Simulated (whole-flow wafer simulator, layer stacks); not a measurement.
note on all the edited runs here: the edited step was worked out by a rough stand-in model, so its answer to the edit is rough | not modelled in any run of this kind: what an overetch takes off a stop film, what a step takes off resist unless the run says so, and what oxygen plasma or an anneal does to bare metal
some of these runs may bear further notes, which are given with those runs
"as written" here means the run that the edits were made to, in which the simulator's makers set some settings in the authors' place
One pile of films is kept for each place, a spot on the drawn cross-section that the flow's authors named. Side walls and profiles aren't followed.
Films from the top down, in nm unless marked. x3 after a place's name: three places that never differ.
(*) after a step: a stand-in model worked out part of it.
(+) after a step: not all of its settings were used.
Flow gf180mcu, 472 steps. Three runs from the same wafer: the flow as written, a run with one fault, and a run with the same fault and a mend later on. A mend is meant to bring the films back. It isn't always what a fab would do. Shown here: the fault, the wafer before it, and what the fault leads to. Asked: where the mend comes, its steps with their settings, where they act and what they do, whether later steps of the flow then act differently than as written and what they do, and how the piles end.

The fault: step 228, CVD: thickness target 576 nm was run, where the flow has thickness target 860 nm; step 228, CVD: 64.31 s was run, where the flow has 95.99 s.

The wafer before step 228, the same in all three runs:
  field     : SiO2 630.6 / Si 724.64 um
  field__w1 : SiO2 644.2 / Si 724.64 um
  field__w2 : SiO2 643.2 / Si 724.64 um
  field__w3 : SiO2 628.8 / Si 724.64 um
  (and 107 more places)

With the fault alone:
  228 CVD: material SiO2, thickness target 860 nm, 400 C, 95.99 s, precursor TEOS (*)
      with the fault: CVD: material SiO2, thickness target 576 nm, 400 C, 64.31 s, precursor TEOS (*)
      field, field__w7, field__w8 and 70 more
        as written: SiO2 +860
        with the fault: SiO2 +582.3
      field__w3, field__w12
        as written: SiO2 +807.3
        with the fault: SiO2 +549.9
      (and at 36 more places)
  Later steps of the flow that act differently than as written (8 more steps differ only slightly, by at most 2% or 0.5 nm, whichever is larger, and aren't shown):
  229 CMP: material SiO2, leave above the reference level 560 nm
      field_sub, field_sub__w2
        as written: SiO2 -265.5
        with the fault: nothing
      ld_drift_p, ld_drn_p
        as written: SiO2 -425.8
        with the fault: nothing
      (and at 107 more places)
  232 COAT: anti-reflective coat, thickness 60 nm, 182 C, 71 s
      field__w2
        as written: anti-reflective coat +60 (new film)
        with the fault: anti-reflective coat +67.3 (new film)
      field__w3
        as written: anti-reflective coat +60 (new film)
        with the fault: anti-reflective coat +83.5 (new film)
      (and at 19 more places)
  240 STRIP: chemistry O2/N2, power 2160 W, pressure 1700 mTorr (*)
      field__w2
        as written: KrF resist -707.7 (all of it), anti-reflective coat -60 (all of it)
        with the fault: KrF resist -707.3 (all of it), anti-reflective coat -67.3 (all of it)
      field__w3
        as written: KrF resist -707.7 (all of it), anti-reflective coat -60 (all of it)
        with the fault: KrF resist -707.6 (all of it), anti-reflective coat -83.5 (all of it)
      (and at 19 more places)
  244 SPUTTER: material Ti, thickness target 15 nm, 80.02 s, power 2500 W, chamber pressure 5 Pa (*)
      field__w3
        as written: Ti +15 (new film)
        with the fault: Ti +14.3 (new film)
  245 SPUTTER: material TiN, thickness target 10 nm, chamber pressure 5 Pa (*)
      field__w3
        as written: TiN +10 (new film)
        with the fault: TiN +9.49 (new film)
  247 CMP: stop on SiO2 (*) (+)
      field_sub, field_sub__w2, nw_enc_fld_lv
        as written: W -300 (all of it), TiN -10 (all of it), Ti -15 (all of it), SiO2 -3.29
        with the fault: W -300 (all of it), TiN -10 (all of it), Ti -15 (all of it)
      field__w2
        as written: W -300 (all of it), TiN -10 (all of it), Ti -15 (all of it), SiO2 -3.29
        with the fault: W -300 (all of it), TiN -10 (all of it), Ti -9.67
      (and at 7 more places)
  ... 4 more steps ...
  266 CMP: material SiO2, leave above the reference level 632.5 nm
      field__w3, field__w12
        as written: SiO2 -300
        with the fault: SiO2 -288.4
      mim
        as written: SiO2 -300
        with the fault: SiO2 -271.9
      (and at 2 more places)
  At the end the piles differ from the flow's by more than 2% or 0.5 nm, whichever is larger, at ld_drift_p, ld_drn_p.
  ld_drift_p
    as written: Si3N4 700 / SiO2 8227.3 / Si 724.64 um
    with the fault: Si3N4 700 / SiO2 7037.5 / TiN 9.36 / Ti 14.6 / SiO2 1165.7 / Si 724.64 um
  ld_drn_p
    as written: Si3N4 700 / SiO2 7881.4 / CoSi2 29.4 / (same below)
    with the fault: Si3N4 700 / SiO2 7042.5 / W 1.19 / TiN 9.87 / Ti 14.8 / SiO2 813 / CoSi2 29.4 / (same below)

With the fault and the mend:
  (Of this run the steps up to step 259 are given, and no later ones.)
  The mend comes after step 228.
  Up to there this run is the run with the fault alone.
  228a CVD: material SiO2, thickness target 284 nm, 400 C, 31.7 s, precursor TEOS (*) (the flow's step 228 once more, with other settings)
      field, field__w7, field__w8 and 72 more
        SiO2 +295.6
      field_sub__w1, field_sub__w4, field_sub__w5
        SiO2 +287.9
      nw_enc_fld_lv__w1, nw_enc_fld_lv__w3, nw_enc_fld_lv__w4
        SiO2 +285.4
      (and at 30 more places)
  Later steps of the flow that act differently than as written:
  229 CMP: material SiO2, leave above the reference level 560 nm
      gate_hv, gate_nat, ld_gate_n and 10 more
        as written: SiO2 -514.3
        with the mend: SiO2 -532.1
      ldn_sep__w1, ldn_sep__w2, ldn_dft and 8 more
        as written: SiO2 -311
        with the mend: SiO2 -328.8
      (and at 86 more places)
  After step 259 the piles are the same as the flow's at every place that both follow.
